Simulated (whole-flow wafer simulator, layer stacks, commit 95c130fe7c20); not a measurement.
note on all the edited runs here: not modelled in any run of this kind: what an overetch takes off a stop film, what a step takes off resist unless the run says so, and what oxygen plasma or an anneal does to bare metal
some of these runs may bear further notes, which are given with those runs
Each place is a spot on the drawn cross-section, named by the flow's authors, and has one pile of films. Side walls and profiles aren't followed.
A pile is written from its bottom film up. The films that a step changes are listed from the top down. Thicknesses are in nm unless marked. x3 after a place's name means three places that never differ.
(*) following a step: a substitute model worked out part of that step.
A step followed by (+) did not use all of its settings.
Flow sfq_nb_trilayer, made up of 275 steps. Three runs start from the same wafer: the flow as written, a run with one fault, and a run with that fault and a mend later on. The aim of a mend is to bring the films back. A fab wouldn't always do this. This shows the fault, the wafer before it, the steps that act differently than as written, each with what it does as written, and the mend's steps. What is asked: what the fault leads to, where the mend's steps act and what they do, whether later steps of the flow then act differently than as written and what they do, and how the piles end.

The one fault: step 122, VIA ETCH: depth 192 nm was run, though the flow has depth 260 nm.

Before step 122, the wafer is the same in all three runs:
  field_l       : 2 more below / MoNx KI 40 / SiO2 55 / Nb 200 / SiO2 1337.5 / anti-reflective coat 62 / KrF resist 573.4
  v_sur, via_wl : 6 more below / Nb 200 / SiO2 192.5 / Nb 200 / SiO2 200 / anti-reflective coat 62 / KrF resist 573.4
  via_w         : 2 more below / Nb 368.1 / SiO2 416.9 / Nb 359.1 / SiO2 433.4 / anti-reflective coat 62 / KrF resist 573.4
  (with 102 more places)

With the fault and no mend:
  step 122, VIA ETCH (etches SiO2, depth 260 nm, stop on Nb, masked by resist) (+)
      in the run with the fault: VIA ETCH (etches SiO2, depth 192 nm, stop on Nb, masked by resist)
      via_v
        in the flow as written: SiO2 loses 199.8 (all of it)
        in the run with the fault: SiO2 loses 192
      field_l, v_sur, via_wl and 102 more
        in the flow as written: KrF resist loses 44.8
        in the run with the fault: KrF resist loses 33.1
  Later steps of the flow acting differently than as written (3 other steps are not shown; they differ only slightly, by no more than 2% or 0.5 nm, whichever is larger):
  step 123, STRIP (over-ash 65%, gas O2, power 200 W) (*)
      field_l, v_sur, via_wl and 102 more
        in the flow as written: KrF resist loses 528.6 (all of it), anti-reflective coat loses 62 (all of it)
        in the run with the fault: KrF resist loses 540.3 (all of it), anti-reflective coat loses 62 (all of it)
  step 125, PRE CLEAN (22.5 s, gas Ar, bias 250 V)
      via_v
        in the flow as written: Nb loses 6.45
        in the run with the fault: SiO2 loses 7.5
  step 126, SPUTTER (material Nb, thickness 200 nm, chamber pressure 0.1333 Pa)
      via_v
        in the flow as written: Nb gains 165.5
        in the run with the fault: Nb gains 167 (new film)
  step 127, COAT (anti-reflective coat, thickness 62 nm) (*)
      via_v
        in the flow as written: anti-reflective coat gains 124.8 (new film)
        in the run with the fault: anti-reflective coat gains 116.5 (new film)
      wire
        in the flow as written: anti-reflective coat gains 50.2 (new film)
        in the run with the fault: anti-reflective coat gains 48.4 (new film)
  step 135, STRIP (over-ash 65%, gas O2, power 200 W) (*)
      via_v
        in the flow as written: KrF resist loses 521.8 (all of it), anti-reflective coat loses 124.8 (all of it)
        in the run with the fault: KrF resist loses 521.2 (all of it), anti-reflective coat loses 116.5 (all of it)
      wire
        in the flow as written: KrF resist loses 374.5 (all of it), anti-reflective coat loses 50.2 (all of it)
        in the run with the fault: KrF resist loses 375.7 (all of it), anti-reflective coat loses 48.4 (all of it)
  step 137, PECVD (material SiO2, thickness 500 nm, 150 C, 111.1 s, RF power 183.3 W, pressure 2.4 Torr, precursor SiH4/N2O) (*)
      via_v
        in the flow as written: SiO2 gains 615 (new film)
        in the run with the fault: SiO2 gains 582.2 (new film)
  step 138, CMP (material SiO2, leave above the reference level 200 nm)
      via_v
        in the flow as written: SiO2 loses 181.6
        in the run with the fault: SiO2 loses 157.1
  At via_v, the piles at the end differ from the flow's by more than 2% or 0.5 nm, whichever is larger.
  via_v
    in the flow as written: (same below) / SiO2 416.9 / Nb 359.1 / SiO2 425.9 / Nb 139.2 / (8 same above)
    in the run with the fault: (same below) / SiO2 416.9 / Nb 200 / SiO2 0.34 / Nb 167 / SiO2 417.6 / Nb 139.2 / (8 same above)

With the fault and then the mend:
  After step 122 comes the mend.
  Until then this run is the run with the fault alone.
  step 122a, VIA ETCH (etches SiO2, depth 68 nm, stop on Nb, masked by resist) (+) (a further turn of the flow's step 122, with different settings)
      field_l, v_sur, via_wl and 102 more
        KrF resist loses 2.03
      via_v
        SiO2 loses 7.84 (all of it)
  None of the later steps of the flow differs from how it acts as written, at any place that is followed, by more than 2% or 0.5 nm, whichever is larger.
  The piles end the same as the flow's at every place that both follow.
